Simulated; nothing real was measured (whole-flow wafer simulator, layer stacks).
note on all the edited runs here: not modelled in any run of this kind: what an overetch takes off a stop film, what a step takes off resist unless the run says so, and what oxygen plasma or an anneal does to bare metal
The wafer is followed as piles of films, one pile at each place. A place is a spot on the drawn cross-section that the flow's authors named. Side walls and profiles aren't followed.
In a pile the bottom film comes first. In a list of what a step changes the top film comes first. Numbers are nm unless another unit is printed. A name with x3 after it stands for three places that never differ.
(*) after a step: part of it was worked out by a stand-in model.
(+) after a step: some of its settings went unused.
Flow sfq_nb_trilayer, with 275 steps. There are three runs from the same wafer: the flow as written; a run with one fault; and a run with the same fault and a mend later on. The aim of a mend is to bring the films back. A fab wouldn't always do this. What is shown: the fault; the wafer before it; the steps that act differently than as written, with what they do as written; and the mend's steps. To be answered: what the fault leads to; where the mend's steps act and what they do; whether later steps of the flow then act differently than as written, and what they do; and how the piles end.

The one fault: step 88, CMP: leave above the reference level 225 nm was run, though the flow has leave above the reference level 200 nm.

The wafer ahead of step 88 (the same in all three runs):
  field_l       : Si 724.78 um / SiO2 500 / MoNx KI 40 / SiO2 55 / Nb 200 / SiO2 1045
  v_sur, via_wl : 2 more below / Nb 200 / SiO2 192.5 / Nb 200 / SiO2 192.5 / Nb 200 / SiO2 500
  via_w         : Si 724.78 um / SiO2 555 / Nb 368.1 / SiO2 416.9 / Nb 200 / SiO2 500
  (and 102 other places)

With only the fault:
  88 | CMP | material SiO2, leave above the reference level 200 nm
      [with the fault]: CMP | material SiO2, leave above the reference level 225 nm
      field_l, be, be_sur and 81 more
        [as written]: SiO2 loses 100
        [with the fault]: SiO2 loses 75
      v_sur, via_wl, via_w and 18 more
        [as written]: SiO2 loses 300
        [with the fault]: SiO2 loses 275
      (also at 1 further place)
  Later steps of the flow acting differently than as written (3 more steps, not shown, differ only slightly: by at most 2% or 0.5 nm, whichever is larger):
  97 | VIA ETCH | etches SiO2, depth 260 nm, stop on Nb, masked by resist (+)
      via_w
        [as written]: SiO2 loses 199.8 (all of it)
        [with the fault]: SiO2 loses 224.8 (all of it)
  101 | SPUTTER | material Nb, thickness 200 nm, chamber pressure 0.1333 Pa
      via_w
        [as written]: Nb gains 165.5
        [with the fault]: Nb gains 160.2
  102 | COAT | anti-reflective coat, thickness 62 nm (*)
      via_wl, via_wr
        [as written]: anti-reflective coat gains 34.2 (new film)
        [with the fault]: anti-reflective coat gains 33.5 (new film)
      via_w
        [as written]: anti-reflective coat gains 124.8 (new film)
        [with the fault]: anti-reflective coat gains 130.2 (new film)
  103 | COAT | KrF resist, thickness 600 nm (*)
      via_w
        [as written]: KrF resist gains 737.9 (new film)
        [with the fault]: KrF resist gains 758.7 (new film)
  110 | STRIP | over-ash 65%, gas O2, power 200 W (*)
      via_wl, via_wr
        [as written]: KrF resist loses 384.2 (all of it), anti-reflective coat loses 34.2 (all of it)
        [with the fault]: KrF resist loses 381.7 (all of it), anti-reflective coat loses 33.5 (all of it)
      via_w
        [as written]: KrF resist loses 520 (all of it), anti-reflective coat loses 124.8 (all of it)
        [with the fault]: KrF resist loses 540.7 (all of it), anti-reflective coat loses 130.2 (all of it)
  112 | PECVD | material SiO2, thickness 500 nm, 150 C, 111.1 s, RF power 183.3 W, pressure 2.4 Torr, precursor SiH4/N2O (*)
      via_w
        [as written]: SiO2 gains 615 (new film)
        [with the fault]: SiO2 gains 645.4 (new film)
  By the end, the piles at v_sur, via_wl, via_w and 29 more depart from the flow's by more than 2% or 0.5 nm, whichever is larger.
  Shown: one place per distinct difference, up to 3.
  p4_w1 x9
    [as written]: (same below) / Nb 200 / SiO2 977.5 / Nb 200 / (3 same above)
    [with the fault]: (same below) / Nb 200 / SiO2 1002.5 / Nb 200 / (3 same above)
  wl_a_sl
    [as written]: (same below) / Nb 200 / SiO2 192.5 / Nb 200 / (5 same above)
    [with the fault]: (same below) / Nb 200 / SiO2 217.5 / Nb 200 / (5 same above)
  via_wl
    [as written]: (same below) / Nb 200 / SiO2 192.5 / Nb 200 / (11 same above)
    [with the fault]: (same below) / Nb 200 / SiO2 217.5 / Nb 200 / (11 same above)

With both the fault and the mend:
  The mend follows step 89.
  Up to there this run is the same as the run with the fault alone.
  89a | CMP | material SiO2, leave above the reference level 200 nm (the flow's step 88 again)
      field_l, v_sur, via_wl and 103 more
        SiO2 loses 25
  Every later step of the flow that is run acts as written at every place that is followed.
  At every place that both follow, the piles at the end match the flow's.
